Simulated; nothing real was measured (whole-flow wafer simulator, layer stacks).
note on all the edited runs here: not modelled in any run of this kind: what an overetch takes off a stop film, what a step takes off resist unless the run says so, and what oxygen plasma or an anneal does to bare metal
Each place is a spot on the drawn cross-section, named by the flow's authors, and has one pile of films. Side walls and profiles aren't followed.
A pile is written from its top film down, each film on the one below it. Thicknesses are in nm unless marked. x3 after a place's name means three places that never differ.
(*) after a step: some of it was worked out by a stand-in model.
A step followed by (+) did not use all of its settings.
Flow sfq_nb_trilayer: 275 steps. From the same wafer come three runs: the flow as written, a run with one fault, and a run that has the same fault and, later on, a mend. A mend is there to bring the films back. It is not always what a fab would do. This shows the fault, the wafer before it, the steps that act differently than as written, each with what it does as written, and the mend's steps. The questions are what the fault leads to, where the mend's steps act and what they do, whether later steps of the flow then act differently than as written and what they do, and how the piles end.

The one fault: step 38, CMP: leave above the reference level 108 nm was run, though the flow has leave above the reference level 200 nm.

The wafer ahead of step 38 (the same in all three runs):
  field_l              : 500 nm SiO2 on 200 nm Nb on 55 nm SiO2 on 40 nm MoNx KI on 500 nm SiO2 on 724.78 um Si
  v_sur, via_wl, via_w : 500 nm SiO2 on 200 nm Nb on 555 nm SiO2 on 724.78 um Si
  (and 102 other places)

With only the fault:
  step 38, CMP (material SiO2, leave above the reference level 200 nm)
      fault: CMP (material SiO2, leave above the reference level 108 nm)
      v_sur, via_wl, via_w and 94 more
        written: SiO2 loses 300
        fault: SiO2 loses 392
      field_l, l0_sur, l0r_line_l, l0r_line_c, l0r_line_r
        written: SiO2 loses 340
        fault: SiO2 loses 432
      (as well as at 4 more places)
  Steps later in the flow that act otherwise than as written (3 more steps, not shown, differ only slightly: by at most 2% or 0.5 nm, whichever is larger):
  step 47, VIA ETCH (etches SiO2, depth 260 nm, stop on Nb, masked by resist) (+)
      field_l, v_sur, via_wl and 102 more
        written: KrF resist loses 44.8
        fault: KrF resist loses 27.9
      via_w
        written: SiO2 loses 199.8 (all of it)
        fault: SiO2 loses 107.8 (all of it)
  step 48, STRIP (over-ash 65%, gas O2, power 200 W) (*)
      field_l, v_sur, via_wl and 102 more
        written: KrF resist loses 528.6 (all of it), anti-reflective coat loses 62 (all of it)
        fault: KrF resist loses 545.5 (all of it), anti-reflective coat loses 62 (all of it)
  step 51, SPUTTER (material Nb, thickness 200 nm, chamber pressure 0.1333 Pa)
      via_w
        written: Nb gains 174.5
        fault: Nb gains 192.8
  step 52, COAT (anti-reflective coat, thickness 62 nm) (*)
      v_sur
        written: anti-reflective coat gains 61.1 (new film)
        fault: anti-reflective coat gains 57 (new film)
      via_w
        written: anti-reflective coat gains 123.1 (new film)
        fault: anti-reflective coat gains 106.2 (new film)
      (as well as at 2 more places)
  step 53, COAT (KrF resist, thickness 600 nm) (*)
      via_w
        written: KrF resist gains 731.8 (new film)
        fault: KrF resist gains 652.7 (new film)
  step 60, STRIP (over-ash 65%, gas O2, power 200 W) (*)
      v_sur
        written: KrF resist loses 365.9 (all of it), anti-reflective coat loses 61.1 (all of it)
        fault: KrF resist loses 377 (all of it), anti-reflective coat loses 57 (all of it)
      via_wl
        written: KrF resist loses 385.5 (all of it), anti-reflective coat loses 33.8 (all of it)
        fault: KrF resist loses 396.4 (all of it), anti-reflective coat loses 33.7 (all of it)
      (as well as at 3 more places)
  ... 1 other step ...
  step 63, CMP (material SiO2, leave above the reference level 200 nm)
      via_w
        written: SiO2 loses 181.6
        fault: SiO2 loses 185.9
  By the end, the piles at field_l, v_sur, via_wl and 103 more depart from the flow's by more than 2% or 0.5 nm, whichever is larger.
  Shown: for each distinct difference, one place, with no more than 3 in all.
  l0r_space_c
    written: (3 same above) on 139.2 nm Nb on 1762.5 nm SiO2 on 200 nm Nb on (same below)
    fault: (3 same above) on 139.2 nm Nb on 1670.5 nm SiO2 on 200 nm Nb on (same below)
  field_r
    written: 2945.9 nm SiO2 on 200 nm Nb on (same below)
    fault: 2853.9 nm SiO2 on 200 nm Nb on (same below)
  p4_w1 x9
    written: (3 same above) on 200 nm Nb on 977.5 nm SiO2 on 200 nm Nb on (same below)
    fault: (3 same above) on 200 nm Nb on 885.5 nm SiO2 on 200 nm Nb on (same below)

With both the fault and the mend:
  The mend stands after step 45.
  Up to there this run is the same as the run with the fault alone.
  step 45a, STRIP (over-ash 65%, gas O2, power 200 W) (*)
      field_l, v_sur, via_wl and 102 more
        KrF resist loses 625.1 (all of it), anti-reflective coat loses 62 (all of it)
      via_w
        anti-reflective coat loses 62 (all of it)
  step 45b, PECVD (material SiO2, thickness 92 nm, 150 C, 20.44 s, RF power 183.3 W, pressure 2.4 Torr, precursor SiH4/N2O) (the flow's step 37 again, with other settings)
      field_l, v_sur, via_wl and 103 more
        SiO2 gains 92
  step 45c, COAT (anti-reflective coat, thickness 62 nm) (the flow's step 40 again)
      field_l, v_sur, via_wl and 103 more
        anti-reflective coat gains 62 (new film)
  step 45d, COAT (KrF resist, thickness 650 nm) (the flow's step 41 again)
      field_l, v_sur, via_wl and 103 more
        KrF resist gains 650 (new film)
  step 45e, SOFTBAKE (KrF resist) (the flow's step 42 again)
      alters no film at any place that is followed
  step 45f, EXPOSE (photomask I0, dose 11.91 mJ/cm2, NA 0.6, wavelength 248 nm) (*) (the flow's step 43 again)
      alters no film at any place that is followed
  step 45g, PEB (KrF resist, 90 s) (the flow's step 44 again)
      field_l, v_sur, via_wl and 103 more
        KrF resist loses 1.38
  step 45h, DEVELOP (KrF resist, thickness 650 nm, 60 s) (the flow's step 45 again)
      field_l, v_sur, via_wl and 102 more
        KrF resist loses 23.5
      via_w
        KrF resist loses 648.6 (all of it)
  None of the later steps of the flow acts differently than as written at any place that is followed.
  At every place that both follow, the piles at the end match the flow's.
